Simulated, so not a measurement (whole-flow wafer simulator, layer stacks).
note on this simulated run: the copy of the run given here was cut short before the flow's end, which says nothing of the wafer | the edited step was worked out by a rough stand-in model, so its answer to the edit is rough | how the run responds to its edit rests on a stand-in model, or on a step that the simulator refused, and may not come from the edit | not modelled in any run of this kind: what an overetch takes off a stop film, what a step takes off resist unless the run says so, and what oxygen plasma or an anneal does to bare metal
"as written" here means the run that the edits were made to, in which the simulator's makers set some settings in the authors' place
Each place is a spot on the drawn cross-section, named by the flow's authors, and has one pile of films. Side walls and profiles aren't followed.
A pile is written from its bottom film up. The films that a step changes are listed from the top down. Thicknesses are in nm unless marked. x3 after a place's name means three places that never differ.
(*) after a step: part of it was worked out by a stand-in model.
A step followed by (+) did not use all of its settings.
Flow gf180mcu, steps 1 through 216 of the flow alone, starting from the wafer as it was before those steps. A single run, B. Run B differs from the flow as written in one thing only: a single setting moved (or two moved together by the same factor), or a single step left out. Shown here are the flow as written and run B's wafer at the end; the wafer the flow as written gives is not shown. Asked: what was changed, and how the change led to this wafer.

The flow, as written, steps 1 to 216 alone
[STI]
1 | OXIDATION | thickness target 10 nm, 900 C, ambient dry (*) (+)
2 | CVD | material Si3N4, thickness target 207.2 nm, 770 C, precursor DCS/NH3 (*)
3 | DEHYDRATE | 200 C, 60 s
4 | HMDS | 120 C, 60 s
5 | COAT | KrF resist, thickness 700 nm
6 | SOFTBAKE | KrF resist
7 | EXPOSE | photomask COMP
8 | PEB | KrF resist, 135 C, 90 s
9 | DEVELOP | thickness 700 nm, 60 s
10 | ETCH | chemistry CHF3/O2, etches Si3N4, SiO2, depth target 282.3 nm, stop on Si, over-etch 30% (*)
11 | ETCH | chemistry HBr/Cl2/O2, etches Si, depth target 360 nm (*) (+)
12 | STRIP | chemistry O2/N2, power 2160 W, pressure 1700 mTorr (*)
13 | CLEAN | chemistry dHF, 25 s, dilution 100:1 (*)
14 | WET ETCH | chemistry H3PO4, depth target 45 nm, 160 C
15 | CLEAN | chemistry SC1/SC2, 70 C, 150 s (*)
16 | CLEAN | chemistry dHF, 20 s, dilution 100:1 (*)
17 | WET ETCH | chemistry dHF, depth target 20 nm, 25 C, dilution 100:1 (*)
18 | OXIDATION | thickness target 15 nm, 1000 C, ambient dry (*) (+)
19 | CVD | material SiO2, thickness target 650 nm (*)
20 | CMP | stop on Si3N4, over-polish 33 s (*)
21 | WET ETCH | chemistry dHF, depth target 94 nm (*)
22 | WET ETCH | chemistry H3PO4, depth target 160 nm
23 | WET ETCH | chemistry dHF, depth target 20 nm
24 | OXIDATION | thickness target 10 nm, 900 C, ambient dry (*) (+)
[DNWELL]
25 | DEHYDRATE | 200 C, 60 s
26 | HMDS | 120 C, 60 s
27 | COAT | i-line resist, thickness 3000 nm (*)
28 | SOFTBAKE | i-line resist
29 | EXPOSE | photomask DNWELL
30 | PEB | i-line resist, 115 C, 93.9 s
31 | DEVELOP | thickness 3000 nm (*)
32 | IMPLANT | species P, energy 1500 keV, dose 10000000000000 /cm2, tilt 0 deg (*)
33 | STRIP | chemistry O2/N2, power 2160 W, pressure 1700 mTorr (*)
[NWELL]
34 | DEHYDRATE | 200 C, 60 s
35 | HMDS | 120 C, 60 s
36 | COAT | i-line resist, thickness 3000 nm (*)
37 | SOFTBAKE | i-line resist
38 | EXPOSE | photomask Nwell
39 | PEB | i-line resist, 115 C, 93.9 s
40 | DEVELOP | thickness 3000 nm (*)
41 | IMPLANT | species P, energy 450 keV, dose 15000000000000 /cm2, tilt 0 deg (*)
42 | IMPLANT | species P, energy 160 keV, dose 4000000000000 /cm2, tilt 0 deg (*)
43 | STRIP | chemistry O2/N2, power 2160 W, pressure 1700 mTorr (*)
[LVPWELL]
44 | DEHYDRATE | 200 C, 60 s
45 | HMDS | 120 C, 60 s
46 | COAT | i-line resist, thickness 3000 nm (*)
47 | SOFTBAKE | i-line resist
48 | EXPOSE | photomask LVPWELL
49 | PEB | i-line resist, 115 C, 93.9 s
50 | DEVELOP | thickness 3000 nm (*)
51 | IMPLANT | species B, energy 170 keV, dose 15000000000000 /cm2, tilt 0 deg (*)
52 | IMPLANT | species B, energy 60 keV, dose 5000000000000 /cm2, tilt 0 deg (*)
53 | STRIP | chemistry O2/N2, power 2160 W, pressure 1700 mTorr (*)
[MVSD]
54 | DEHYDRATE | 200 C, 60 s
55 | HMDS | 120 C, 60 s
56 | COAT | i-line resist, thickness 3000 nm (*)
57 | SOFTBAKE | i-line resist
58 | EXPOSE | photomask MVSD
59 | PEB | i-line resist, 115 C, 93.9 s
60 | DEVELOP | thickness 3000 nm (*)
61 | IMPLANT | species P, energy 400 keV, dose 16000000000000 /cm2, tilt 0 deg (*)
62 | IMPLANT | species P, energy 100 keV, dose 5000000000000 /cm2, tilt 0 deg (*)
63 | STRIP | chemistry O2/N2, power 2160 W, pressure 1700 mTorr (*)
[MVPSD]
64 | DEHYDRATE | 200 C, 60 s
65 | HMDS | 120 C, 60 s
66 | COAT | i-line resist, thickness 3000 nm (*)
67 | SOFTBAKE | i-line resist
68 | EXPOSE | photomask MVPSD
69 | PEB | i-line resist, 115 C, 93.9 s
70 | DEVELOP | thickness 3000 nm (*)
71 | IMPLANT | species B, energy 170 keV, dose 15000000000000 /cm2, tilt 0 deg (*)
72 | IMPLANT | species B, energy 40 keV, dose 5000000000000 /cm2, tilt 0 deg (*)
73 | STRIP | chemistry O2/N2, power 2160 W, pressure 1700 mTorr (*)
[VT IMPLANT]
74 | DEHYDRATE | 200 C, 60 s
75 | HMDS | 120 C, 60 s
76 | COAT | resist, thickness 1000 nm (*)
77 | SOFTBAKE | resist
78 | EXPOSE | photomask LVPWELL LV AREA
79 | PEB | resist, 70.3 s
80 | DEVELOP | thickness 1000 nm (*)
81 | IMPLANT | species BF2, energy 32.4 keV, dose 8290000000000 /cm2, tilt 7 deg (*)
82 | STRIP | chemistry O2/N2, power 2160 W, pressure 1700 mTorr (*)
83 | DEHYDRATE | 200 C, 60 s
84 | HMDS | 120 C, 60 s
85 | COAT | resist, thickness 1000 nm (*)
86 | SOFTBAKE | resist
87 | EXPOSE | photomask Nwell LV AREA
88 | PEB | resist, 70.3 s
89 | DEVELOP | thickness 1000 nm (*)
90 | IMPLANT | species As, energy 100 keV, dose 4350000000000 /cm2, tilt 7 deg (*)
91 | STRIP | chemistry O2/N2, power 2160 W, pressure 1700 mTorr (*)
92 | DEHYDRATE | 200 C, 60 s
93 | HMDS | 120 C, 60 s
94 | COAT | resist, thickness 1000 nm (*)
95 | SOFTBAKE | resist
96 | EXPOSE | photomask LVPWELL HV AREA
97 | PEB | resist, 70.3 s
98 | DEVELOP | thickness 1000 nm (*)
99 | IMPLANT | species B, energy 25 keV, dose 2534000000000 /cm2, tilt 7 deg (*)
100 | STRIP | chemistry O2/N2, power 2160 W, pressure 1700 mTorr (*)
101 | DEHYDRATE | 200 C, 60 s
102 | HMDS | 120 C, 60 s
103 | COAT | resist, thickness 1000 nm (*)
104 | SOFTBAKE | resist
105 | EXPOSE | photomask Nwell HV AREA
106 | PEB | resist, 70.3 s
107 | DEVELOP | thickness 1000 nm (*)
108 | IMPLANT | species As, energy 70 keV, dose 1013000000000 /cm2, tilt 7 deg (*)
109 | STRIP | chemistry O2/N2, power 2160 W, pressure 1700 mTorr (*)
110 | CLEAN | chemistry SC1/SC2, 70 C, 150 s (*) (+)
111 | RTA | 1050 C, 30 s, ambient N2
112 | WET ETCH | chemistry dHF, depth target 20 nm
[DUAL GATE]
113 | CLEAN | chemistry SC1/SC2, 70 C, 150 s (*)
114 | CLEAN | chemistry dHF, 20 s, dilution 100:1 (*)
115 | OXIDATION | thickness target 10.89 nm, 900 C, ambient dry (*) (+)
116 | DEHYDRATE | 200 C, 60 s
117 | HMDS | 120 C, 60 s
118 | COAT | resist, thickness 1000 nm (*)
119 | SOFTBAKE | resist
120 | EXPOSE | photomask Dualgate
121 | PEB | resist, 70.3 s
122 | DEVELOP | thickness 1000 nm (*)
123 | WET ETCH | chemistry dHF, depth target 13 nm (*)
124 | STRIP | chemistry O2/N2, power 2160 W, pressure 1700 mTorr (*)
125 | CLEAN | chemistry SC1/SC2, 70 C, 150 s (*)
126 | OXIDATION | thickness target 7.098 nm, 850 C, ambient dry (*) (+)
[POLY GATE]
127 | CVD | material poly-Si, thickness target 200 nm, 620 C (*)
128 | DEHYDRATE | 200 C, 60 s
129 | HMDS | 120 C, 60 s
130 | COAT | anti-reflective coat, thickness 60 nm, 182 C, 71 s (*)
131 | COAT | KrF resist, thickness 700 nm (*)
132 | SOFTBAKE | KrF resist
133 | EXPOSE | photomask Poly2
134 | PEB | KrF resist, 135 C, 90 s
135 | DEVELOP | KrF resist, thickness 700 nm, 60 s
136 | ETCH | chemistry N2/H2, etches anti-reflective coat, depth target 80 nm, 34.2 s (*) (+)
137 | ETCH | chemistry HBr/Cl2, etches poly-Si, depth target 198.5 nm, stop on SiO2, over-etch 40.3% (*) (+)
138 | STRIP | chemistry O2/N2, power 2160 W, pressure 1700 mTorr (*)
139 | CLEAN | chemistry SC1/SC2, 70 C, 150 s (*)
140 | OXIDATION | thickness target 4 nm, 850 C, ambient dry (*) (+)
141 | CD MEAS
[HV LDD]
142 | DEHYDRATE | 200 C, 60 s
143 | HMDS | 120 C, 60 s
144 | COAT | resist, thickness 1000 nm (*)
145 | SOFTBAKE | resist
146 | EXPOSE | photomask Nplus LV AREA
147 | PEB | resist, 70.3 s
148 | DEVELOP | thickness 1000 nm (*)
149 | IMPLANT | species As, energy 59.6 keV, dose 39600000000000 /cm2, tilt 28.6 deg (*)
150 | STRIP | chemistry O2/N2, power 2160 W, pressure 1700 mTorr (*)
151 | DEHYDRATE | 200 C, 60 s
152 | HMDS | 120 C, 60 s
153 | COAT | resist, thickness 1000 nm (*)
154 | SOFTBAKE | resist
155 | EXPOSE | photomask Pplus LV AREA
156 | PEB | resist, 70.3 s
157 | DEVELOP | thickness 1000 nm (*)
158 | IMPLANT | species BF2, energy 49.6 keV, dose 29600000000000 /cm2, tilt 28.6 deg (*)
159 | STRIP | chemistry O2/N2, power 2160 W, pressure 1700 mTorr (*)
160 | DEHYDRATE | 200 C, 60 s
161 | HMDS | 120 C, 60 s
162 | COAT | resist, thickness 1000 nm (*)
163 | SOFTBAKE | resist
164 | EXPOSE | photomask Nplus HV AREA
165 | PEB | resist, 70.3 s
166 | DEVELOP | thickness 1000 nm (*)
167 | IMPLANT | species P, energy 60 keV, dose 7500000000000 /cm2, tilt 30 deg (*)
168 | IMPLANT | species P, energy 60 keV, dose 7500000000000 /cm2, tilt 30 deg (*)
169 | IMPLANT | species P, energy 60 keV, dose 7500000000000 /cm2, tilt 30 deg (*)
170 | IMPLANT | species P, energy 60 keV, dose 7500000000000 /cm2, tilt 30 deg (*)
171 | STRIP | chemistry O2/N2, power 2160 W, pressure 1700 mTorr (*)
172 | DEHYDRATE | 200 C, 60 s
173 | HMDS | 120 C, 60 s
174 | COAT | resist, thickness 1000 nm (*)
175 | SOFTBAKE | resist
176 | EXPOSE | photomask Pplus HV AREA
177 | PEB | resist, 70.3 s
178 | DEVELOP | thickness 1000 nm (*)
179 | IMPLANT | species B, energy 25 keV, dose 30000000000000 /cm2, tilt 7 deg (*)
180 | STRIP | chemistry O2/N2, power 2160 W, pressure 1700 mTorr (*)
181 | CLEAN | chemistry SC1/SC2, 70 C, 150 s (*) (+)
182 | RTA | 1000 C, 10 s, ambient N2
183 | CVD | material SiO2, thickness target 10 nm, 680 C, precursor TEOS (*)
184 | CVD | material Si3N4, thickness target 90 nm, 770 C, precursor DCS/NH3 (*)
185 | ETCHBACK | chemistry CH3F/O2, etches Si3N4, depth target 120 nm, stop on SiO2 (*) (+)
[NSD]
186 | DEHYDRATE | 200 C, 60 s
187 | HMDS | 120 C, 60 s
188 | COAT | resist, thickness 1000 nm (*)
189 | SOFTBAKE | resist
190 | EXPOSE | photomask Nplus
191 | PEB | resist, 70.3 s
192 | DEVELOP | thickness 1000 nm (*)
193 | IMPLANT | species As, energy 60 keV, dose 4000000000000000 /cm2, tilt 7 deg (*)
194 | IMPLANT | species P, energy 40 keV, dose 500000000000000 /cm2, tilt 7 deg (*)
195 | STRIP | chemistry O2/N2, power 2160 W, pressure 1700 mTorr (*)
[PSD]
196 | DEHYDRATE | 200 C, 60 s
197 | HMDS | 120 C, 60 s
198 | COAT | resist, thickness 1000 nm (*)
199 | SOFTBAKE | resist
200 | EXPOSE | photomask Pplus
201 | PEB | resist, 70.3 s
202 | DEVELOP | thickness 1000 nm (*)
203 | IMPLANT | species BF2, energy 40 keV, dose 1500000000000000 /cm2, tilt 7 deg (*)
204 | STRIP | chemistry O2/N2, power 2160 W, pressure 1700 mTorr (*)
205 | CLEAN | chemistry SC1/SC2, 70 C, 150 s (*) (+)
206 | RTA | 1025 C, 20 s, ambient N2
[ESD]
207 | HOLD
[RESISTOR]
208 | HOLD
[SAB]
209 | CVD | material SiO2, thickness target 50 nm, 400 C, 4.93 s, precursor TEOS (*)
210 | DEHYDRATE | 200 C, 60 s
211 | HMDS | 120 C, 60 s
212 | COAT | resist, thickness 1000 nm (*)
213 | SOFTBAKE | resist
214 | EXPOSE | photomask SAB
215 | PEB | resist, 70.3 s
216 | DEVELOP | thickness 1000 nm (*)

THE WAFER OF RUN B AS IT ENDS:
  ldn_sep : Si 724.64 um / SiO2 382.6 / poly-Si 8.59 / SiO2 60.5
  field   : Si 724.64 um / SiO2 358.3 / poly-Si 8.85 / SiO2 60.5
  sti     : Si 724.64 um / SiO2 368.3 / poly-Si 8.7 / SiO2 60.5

What caused this: step 137, ETCH: depth target 134 nm was run, whereas the flow has depth target 198.5 nm.

The path from the change to this, step by step:
  137 | ETCH | chemistry HBr/Cl2, etches poly-Si, depth target 198.5 nm, stop on SiO2, over-etch 40.3% (*) (+)
      field__w3, field__w12, field_sub and 14 more: -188 poly-Si (it would be, as written: -199 poly-Si (all of it), -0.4 SiO2)
      field__w6, sti, m1 and 11 more: -188 poly-Si (it would be, as written: -198.8 poly-Si (all of it), -0.4 SiO2)
      (also at 61 further places)
  138 | STRIP | chemistry O2/N2, power 2160 W, pressure 1700 mTorr (*)
      field, field__w1, field__w2 and 61 more: +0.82 chemical SiO2 (new film), -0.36 poly-Si (it would be, as written: nothing)
      gate: +0.68 chemical SiO2 (new film), -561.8 KrF resist (all of it), -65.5 anti-reflective coat (all of it), -0.3 poly-Si (it would be, as written: +0.68 chemical SiO2 (new film), -531.7 KrF resist (all of it), -65.5 anti-reflective coat (all of it), -0.3 poly-Si)
      (also at 27 further places)
  139 | CLEAN | chemistry SC1/SC2, 70 C, 150 s (*)
      field, field__w1, field__w2 and 34 more: -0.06 chemical SiO2, -0.27 poly-Si (it would be, as written: -0.68 SiO2)
  140 | OXIDATION | thickness target 4 nm, 850 C, ambient dry (*) (+)
      field, field__w1, field__w2 and 21 more: +4 SiO2 (new film), -0.76 chemical SiO2 (all of it), -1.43 poly-Si (it would be, as written: +0.15 SiO2, -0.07 Si)
      active_hv, active_nat, ld_sd_n and 11 more: +4 SiO2 (new film), -0.76 chemical SiO2 (all of it), -1.43 poly-Si (it would be, as written: +0.96 SiO2, -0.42 Si)
      (also at 26 further places)
  145 | SOFTBAKE | resist
      field: +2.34 resist (it would be, as written: -0.3 resist)
      nw_enc_fld_lv__w3: -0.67 resist (it would be, as written: +2.63 resist)
      (also at 19 further places)
  154 | SOFTBAKE | resist
      field: +2.34 resist (it would be, as written: -0.3 resist)
      nw_enc_fld_lv__w3: -0.67 resist (it would be, as written: +2.63 resist)
      (also at 19 further places)
  163 | SOFTBAKE | resist
      field: +2.34 resist (it would be, as written: -0.3 resist)
      nw_enc_fld_lv__w3: -0.67 resist (it would be, as written: +2.63 resist)
      (also at 19 further places)
  175 | SOFTBAKE | resist
      field: +2.34 resist (it would be, as written: -0.3 resist)
      nw_enc_fld_lv__w3: -0.67 resist (it would be, as written: +2.63 resist)
      (also at 19 further places)
  189 | SOFTBAKE | resist
      active_hv: -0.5 resist (it would be, as written: +2.68 resist)
      field__w6: +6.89 resist (it would be, as written: +7.53 resist)
      (also at 20 further places)
  199 | SOFTBAKE | resist
      active_hv: -0.5 resist (it would be, as written: +2.68 resist)
      field__w6: +6.89 resist (it would be, as written: +7.53 resist)
      (also at 21 further places)
  213 | SOFTBAKE | resist
      field__w5: +7.02 resist (it would be, as written: +7.65 resist)
      field__w6: +7.22 resist (it would be, as written: +7.87 resist)
      (also at 19 further places)
